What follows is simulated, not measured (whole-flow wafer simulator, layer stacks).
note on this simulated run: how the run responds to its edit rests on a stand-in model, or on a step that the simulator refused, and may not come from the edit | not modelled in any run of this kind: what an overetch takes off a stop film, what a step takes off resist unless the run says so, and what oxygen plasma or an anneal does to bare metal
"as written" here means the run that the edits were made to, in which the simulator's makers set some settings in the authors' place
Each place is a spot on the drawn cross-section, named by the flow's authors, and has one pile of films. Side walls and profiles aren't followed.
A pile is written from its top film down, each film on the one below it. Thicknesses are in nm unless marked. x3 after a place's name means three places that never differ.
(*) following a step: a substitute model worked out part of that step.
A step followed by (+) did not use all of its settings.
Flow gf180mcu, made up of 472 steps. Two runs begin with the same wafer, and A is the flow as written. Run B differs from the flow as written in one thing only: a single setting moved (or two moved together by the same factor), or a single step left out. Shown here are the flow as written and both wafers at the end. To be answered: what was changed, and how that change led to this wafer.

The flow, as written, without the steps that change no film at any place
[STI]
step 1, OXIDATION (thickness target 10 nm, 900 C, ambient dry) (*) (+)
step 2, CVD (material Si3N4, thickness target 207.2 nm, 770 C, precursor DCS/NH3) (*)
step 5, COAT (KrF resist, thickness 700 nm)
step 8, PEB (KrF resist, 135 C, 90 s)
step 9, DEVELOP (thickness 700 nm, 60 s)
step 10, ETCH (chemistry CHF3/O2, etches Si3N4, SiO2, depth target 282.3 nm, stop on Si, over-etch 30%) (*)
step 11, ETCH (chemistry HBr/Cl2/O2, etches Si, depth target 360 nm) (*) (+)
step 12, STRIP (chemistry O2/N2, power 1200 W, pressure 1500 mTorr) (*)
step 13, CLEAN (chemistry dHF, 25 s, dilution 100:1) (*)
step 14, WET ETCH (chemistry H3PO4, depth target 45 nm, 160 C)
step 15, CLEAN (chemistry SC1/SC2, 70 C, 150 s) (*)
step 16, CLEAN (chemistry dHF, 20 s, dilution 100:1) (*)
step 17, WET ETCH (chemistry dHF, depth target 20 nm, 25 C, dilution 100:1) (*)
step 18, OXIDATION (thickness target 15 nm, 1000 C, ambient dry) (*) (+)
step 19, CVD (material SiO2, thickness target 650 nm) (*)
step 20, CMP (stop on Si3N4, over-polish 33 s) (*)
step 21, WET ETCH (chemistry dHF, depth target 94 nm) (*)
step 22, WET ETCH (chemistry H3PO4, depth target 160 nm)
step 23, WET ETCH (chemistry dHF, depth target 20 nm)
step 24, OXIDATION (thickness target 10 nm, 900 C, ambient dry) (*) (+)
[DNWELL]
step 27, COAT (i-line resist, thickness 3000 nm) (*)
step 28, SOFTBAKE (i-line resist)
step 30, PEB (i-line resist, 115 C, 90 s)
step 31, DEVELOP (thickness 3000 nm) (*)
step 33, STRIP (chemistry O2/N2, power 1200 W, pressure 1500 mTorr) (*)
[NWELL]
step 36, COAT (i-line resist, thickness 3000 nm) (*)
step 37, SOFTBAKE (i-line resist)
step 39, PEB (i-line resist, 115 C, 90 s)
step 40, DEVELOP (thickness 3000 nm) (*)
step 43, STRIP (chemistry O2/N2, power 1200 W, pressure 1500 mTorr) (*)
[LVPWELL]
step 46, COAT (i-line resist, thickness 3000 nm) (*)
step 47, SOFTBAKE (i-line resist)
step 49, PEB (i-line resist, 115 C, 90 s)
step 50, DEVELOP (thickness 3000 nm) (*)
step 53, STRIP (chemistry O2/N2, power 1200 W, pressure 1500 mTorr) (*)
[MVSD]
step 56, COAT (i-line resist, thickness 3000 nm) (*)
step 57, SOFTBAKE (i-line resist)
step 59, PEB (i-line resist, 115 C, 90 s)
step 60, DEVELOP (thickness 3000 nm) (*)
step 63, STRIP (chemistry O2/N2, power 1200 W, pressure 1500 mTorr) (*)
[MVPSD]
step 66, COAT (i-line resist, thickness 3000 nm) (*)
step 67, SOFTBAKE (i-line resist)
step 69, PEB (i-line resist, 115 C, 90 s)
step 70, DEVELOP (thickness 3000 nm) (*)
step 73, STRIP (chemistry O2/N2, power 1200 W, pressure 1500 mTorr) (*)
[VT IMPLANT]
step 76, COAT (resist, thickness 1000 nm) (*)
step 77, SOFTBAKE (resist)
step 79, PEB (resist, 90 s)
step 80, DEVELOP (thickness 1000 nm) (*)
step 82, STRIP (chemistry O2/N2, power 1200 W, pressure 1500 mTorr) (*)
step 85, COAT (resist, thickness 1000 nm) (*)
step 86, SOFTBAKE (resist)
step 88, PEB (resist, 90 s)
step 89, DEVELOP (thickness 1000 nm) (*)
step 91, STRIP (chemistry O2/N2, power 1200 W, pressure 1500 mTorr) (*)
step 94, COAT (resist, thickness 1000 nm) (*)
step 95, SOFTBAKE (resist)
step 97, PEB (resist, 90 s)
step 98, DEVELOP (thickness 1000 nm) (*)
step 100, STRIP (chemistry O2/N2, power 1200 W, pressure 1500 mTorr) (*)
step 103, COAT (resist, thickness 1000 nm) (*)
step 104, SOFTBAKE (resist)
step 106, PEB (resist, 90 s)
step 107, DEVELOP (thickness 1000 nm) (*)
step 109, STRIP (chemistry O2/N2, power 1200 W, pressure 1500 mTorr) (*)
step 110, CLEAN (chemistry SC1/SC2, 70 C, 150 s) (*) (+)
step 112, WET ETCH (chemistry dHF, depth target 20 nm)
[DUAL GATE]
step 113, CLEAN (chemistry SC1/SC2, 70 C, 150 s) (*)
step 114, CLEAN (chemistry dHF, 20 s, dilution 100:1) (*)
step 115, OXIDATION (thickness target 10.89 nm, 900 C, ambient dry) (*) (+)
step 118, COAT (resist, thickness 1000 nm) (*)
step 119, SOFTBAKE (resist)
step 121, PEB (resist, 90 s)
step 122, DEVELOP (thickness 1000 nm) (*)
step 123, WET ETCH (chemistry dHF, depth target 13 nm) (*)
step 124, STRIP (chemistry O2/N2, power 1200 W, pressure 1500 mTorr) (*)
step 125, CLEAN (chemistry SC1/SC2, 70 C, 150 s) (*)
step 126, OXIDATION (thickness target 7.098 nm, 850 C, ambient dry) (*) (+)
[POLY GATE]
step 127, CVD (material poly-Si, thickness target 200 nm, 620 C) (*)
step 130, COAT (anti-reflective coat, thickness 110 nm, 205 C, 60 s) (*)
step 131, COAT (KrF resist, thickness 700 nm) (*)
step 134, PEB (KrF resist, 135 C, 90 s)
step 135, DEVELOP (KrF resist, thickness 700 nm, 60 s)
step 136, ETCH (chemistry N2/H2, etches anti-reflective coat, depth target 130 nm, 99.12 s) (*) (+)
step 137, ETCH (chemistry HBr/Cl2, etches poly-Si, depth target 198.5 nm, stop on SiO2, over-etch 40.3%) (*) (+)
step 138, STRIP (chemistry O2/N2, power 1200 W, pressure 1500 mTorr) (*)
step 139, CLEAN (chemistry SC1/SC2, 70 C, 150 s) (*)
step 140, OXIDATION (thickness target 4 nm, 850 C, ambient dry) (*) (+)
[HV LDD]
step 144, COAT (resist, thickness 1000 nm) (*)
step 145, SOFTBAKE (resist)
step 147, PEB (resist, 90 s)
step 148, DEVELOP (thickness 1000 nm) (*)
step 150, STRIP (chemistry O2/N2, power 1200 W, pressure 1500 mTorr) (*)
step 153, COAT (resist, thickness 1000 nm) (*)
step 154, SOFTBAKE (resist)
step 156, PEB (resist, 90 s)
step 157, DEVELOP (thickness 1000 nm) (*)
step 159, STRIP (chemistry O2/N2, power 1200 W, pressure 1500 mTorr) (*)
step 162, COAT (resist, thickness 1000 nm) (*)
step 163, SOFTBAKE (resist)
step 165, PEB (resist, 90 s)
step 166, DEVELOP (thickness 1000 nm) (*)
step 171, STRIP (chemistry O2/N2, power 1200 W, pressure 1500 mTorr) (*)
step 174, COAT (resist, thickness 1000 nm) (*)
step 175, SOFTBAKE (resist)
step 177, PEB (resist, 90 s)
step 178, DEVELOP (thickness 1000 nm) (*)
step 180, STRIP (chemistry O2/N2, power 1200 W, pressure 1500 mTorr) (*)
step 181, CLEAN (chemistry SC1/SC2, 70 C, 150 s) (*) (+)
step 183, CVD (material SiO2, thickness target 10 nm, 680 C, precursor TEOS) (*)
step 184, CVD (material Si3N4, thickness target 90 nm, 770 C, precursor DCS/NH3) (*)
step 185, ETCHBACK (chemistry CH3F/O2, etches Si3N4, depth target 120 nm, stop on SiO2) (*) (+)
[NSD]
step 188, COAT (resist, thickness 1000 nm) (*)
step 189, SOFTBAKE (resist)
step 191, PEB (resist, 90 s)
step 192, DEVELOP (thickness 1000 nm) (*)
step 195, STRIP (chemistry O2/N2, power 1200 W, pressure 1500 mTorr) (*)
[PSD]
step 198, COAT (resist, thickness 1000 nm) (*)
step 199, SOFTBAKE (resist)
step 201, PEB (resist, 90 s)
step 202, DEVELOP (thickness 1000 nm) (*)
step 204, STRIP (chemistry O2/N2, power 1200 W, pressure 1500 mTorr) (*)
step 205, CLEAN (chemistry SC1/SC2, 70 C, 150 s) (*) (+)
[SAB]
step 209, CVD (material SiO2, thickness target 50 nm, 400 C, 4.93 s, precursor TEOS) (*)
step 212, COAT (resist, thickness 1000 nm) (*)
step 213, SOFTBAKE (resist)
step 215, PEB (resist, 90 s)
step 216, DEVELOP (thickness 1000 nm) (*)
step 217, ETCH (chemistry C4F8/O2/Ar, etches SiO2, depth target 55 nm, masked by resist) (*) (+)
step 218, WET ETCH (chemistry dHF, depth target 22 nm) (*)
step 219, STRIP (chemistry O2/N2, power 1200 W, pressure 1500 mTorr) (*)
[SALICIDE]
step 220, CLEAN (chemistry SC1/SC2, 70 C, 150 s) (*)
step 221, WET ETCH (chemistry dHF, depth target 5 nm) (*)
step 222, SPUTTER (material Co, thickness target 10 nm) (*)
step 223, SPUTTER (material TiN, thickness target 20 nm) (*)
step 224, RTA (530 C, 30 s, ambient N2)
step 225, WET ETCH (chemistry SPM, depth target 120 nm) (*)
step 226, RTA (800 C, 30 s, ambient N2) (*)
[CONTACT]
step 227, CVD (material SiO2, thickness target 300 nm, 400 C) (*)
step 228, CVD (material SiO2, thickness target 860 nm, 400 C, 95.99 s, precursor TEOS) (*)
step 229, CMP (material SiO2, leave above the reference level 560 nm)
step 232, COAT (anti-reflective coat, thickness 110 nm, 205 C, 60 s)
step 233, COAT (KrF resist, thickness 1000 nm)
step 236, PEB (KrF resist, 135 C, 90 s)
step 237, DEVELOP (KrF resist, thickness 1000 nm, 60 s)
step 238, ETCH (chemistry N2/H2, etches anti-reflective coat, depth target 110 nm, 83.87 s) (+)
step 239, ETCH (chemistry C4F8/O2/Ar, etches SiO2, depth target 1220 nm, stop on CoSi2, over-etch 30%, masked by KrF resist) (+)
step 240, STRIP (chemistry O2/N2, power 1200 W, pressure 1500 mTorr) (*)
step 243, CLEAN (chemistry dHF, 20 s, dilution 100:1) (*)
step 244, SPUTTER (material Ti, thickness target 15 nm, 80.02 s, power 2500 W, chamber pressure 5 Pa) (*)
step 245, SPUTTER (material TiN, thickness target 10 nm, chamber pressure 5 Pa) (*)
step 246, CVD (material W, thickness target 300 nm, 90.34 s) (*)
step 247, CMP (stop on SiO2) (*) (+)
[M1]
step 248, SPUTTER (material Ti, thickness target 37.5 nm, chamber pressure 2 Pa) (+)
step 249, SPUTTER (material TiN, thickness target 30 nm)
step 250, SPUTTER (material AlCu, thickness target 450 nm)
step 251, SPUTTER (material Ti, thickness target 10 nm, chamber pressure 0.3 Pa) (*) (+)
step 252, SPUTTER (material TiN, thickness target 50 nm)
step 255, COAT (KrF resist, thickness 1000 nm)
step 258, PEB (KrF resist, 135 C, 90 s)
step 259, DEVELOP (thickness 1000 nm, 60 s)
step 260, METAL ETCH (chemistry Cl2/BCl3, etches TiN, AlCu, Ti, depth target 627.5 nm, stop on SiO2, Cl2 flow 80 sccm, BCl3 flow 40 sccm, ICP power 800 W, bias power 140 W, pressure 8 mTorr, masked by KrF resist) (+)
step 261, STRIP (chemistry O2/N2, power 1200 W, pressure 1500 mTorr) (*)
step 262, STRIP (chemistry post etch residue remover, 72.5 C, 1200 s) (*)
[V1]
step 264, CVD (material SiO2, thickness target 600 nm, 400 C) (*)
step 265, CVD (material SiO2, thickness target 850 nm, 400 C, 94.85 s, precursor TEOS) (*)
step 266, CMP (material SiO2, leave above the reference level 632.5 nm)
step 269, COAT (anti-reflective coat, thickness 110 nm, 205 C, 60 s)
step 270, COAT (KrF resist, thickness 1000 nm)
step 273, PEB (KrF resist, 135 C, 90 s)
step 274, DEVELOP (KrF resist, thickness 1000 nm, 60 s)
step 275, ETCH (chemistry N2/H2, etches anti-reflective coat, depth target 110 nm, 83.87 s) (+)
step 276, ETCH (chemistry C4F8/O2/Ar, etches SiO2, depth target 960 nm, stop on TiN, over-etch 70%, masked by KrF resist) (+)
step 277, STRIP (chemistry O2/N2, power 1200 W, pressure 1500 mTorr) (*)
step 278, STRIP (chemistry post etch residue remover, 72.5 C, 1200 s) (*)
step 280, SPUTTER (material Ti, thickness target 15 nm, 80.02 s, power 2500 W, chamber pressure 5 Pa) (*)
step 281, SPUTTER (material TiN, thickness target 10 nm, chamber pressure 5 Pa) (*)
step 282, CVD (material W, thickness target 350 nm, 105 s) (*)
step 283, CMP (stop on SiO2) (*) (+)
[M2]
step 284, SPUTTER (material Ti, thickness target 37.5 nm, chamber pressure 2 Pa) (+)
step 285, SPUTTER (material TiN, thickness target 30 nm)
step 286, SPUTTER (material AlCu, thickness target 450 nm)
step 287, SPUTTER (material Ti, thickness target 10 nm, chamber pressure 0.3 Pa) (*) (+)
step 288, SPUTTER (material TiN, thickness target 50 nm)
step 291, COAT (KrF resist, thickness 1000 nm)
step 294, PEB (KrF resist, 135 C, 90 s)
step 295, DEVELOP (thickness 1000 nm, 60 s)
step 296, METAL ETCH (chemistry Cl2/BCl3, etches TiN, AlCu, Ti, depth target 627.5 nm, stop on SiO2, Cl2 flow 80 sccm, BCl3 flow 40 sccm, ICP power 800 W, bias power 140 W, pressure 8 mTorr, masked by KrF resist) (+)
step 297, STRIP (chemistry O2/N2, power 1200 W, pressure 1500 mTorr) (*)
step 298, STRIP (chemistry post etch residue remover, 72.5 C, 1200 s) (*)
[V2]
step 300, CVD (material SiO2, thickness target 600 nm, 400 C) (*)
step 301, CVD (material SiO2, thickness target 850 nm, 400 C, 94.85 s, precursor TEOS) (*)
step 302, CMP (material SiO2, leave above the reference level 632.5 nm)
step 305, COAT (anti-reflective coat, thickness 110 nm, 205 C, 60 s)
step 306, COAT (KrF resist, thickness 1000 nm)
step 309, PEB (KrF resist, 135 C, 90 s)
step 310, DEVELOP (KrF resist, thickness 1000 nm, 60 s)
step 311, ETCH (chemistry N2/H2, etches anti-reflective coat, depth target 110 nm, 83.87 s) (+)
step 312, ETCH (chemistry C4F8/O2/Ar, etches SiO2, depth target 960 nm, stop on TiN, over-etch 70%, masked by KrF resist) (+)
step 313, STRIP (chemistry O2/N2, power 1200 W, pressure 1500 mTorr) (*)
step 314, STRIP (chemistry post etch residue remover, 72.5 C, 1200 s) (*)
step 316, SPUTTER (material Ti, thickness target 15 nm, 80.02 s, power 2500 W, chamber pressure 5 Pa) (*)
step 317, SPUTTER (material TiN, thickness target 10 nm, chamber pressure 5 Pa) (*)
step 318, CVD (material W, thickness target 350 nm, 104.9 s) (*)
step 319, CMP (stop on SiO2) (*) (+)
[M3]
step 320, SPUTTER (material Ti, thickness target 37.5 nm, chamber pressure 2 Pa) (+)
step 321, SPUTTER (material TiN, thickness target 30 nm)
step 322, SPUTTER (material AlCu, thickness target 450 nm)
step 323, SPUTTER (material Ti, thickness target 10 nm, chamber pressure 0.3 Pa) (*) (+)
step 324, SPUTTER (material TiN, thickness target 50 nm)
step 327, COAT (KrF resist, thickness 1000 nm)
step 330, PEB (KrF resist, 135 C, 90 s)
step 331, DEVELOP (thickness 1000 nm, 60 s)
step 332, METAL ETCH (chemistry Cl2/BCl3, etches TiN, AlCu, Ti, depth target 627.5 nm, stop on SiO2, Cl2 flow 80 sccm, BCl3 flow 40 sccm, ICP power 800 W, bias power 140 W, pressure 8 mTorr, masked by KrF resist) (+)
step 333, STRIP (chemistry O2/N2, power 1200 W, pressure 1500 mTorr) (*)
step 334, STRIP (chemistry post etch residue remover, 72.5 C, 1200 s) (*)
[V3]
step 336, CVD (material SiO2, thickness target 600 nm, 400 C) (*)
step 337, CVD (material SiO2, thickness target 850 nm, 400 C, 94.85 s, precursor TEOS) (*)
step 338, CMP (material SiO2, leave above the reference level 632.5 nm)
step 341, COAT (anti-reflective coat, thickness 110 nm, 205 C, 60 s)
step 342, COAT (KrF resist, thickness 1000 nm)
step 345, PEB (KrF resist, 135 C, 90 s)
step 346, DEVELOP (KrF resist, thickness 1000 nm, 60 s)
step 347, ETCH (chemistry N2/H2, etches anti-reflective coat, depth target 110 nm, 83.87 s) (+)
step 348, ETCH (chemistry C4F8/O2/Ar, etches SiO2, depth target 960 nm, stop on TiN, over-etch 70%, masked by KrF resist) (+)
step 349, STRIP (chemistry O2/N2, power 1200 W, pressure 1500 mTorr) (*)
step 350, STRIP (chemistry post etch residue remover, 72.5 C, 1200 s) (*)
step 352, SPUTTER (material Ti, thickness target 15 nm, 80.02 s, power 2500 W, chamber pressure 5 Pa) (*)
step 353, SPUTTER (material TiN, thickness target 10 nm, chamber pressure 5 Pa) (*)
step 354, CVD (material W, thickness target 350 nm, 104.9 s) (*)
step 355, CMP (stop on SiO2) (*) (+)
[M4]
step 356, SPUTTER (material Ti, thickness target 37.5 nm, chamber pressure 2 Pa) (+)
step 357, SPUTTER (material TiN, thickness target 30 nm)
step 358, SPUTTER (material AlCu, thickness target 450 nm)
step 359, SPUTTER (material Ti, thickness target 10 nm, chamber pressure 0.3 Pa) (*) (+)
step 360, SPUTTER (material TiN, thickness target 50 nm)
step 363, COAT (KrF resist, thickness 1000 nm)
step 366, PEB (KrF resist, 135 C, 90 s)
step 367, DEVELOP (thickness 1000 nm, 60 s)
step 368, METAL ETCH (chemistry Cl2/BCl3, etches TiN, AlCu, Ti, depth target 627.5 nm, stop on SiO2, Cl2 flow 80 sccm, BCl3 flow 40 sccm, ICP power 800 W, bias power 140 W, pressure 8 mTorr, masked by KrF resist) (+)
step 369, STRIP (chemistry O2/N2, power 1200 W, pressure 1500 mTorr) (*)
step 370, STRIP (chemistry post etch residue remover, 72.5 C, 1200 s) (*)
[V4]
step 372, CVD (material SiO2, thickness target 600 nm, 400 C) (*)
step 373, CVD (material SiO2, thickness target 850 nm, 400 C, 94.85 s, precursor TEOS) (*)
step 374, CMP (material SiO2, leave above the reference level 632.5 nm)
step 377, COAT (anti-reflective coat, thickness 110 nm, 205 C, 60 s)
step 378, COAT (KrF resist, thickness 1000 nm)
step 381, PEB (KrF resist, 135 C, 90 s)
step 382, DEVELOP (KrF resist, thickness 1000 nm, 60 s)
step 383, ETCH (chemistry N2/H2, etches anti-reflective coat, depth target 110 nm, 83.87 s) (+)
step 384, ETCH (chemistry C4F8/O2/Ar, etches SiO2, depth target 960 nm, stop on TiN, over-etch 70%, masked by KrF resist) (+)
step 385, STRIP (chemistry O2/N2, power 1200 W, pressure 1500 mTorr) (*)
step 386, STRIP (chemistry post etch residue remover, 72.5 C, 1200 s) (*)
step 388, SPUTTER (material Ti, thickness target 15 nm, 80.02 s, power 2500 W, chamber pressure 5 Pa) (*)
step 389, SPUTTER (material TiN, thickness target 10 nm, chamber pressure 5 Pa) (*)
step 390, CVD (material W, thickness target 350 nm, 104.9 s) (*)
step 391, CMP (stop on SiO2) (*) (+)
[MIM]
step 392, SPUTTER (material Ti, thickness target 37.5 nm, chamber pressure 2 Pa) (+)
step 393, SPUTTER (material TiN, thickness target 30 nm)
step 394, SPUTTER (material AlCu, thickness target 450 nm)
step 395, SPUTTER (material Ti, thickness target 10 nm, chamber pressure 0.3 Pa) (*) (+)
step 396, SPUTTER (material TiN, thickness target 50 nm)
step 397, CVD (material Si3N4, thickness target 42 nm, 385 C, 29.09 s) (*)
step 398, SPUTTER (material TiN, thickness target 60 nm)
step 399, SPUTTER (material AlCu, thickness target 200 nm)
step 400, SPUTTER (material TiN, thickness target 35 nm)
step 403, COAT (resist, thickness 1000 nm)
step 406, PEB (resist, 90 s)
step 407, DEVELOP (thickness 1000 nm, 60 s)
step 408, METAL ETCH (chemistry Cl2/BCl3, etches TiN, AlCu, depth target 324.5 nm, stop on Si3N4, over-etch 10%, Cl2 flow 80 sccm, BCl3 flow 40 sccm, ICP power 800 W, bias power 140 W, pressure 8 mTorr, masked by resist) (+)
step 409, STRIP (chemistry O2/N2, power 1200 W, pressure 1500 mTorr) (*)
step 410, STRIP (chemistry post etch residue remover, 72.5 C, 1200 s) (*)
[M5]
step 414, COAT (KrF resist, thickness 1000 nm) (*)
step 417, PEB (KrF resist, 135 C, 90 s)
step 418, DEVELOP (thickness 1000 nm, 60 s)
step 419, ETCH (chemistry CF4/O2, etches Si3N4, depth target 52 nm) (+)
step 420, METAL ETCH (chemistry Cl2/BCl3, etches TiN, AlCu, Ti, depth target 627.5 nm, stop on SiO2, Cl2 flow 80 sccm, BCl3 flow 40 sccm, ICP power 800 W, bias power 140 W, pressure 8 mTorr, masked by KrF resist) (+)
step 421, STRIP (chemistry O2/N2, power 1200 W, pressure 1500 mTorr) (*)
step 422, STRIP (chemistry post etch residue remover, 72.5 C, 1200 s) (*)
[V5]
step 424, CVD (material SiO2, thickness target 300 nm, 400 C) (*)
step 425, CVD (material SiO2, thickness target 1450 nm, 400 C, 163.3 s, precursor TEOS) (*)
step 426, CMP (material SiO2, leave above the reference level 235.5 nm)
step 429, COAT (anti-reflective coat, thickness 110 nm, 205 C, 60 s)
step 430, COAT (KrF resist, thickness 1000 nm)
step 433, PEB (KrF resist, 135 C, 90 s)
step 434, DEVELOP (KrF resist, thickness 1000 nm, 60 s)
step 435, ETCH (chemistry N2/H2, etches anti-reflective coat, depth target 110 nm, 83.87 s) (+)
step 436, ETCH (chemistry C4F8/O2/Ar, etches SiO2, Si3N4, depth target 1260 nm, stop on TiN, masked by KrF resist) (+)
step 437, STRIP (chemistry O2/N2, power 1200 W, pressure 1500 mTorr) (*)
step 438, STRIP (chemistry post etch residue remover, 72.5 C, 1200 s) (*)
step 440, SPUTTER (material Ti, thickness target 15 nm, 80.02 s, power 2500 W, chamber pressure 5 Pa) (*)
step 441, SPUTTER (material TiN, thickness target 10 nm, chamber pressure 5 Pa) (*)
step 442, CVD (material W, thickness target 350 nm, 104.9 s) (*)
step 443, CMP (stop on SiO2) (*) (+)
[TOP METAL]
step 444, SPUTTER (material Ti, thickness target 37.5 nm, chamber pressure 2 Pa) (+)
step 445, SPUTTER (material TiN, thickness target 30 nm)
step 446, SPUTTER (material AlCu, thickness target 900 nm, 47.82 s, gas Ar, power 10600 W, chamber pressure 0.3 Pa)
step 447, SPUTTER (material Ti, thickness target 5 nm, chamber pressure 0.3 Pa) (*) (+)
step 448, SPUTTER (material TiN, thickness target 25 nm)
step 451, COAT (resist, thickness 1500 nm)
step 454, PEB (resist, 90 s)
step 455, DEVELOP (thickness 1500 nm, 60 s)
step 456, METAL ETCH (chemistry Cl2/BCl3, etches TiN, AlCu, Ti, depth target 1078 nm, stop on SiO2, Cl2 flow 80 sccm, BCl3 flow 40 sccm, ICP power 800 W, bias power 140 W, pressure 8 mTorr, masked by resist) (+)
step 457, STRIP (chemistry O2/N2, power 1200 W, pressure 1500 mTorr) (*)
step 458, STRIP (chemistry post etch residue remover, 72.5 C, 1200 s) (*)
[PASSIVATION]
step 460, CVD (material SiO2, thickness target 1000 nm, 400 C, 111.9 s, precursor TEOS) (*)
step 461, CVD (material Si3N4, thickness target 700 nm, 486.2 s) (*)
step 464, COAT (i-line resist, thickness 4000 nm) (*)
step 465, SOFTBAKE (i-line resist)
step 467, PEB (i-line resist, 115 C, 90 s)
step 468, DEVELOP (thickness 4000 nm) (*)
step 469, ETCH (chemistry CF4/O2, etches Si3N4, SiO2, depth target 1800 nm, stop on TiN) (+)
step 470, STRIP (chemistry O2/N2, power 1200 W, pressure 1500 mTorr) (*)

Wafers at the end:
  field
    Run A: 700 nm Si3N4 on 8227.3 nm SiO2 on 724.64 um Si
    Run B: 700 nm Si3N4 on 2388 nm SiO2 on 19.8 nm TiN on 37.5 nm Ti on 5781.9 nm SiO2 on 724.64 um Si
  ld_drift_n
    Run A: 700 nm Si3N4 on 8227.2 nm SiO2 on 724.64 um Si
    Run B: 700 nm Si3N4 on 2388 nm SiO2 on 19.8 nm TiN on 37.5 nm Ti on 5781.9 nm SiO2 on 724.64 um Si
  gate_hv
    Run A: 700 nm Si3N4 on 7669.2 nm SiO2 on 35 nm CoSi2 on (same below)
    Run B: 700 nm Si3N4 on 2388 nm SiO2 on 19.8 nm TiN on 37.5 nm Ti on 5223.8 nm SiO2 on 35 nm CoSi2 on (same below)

Cause: step 420, METAL ETCH: depth target 518.3 nm was run, though the flow has depth target 627.5 nm.

Step by step, how the change led to this:
  step 420, METAL ETCH (chemistry Cl2/BCl3, etches TiN, AlCu, Ti, depth target 627.5 nm, stop on SiO2, Cl2 flow 80 sccm, BCl3 flow 40 sccm, ICP power 800 W, bias power 140 W, pressure 8 mTorr, masked by KrF resist) (+)
      field, field__w1, field__w2 and 101 more: A TiN loses 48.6 (all of it), Ti loses 10 (all of it), AlCu loses 450 (all of it), TiN loses 30 (all of it), Ti loses 37.5 (all of it) | B TiN loses 48.6 (all of it), Ti loses 10 (all of it), AlCu loses 450 (all of it), TiN loses 9.74
      field__w4, field__w8, contact, m1, m1__w1, mim, mim_1p0, m1_nw: A KrF resist loses 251 | B KrF resist loses 207.3
  step 421, STRIP (chemistry O2/N2, power 1200 W, pressure 1500 mTorr) (*)
      field__w8, m1__w1: A KrF resist loses 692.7 (all of it) | B KrF resist loses 736.4 (all of it)
      contact, m1: A KrF resist loses 693.2 (all of it) | B KrF resist loses 736.8 (all of it)
      (also at 4 further places)
  step 424, CVD (material SiO2, thickness target 300 nm, 400 C) (*)
      field, field__w1, field__w2 and 101 more: A SiO2 gains 300 | B SiO2 gains 300 (new film)
  step 426, CMP (material SiO2, leave above the reference level 235.5 nm)
      field, field__w1, field__w5 and 92 more: A SiO2 loses 300.8 | B SiO2 loses 358.2
      field__w2, field__w3, field__w12 and 6 more: A SiO2 loses 272.7 | B SiO2 loses 332.6
Taking metal films that touch as one body, field has 1 body; the flow as written gives 0 bodies.
Taking metal films that touch as one body, ld_drift_n has 1 body; the flow as written gives 0 bodies.
Taking metal films that touch as one body, gate_hv has 2 bodies (between them, from the top down: SiO2 5223.8); the flow as written gives 1 body.
